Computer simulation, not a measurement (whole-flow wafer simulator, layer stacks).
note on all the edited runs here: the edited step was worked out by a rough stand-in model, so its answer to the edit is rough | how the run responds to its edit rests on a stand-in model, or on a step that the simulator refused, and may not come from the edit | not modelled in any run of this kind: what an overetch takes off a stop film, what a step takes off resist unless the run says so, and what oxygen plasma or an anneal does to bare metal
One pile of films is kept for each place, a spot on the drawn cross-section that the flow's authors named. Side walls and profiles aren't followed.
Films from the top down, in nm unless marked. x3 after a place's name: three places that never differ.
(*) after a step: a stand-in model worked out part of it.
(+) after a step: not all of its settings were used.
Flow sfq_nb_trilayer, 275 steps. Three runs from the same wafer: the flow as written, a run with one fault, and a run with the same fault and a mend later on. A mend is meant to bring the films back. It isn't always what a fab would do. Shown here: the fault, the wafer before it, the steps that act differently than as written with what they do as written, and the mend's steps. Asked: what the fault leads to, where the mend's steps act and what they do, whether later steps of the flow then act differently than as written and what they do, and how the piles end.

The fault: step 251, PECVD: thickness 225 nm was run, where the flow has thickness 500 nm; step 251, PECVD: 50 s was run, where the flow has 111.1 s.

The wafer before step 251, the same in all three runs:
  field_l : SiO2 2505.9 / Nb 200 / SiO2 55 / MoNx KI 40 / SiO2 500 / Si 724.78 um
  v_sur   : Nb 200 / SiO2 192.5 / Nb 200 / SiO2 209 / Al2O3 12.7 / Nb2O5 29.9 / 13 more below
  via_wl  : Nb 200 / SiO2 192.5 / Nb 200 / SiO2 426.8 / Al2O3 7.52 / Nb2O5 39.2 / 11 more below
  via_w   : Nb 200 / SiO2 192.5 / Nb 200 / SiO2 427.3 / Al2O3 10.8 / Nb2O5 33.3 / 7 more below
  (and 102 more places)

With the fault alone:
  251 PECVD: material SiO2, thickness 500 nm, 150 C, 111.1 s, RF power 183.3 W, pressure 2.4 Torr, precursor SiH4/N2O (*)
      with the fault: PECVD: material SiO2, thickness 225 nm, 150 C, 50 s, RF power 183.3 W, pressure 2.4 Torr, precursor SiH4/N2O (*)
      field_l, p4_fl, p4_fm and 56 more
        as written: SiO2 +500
        with the fault: SiO2 +225
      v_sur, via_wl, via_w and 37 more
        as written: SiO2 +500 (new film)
        with the fault: SiO2 +225 (new film)
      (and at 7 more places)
  Later steps of the flow that act differently than as written (3 more steps differ only slightly, by at most 2% or 0.5 nm, whichever is larger, and aren't shown):
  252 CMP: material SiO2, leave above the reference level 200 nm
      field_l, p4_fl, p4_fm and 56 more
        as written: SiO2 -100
        with the fault: nothing
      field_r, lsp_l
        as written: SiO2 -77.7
        with the fault: nothing
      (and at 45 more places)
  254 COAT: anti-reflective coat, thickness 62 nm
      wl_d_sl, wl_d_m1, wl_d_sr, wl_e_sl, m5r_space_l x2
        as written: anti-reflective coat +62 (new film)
        with the fault: anti-reflective coat +71.1 (new film)
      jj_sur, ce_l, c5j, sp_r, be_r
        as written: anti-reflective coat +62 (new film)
        with the fault: anti-reflective coat +54 (new film)
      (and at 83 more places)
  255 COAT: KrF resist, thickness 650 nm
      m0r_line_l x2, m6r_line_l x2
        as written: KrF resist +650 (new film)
        with the fault: KrF resist +684 (new film)
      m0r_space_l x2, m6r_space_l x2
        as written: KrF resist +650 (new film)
        with the fault: KrF resist +673 (new film)
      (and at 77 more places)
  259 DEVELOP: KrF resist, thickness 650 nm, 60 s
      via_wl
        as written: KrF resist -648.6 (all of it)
        with the fault: KrF resist -588.2 (all of it)
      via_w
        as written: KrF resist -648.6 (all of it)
        with the fault: KrF resist -597.8 (all of it)
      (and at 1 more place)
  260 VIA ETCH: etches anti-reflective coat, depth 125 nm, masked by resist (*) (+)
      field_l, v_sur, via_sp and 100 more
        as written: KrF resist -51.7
        with the fault: KrF resist -42.9
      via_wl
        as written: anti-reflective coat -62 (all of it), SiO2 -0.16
        with the fault: anti-reflective coat -51.1 (all of it), SiO2 -0.13
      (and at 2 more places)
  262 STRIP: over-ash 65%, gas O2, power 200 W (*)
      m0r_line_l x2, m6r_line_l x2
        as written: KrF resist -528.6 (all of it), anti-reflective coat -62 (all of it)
        with the fault: KrF resist -571.3 (all of it), anti-reflective coat -61.7 (all of it)
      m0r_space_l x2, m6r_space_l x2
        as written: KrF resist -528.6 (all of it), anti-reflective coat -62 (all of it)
        with the fault: KrF resist -560.3 (all of it), anti-reflective coat -81.3 (all of it)
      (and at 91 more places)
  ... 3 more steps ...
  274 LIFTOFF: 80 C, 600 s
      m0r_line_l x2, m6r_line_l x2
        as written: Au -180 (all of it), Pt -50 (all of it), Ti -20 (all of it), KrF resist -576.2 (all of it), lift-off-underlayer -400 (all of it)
        with the fault: Au -180 (all of it), Pt -50 (all of it), Ti -20 (all of it), KrF resist -593.3 (all of it), lift-off-underlayer -437.5 (all of it)
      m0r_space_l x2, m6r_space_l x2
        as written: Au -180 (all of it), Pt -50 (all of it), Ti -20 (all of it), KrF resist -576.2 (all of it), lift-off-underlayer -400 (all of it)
        with the fault: Au -180 (all of it), Pt -50 (all of it), Ti -20 (all of it), KrF resist -580.3 (all of it), lift-off-underlayer -453.6 (all of it)
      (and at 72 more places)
  At the end the piles differ from the flow's by more than 2% or 0.5 nm, whichever is larger, at field_l, via_v, field_r and 63 more.
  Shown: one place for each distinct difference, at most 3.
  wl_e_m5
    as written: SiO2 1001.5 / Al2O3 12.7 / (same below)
    with the fault: SiO2 826.5 / Al2O3 12.7 / (same below)
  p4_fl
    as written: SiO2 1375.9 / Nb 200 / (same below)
    with the fault: SiO2 1200.9 / Nb 200 / (same below)
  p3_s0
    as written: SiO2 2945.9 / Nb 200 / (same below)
    with the fault: SiO2 2770.9 / Nb 200 / (same below)

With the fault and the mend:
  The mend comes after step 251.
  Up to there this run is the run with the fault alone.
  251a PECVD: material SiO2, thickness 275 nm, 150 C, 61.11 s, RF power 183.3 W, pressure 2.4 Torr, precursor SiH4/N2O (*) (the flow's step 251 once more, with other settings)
      field_l, v_sur, via_wl and 98 more
        SiO2 +275
      field_r, lsp_l
        SiO2 +263.7
      l0_sur, l0v
        SiO2 +268.7
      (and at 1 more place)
  Later steps of the flow that act differently than as written:
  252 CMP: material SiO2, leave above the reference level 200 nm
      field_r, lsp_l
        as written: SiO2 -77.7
        with the mend: SiO2 -80.1
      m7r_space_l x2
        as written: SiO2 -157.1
        with the mend: SiO2 -100
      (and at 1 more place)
  At the end the piles are the same as the flow's at every place that both follow.
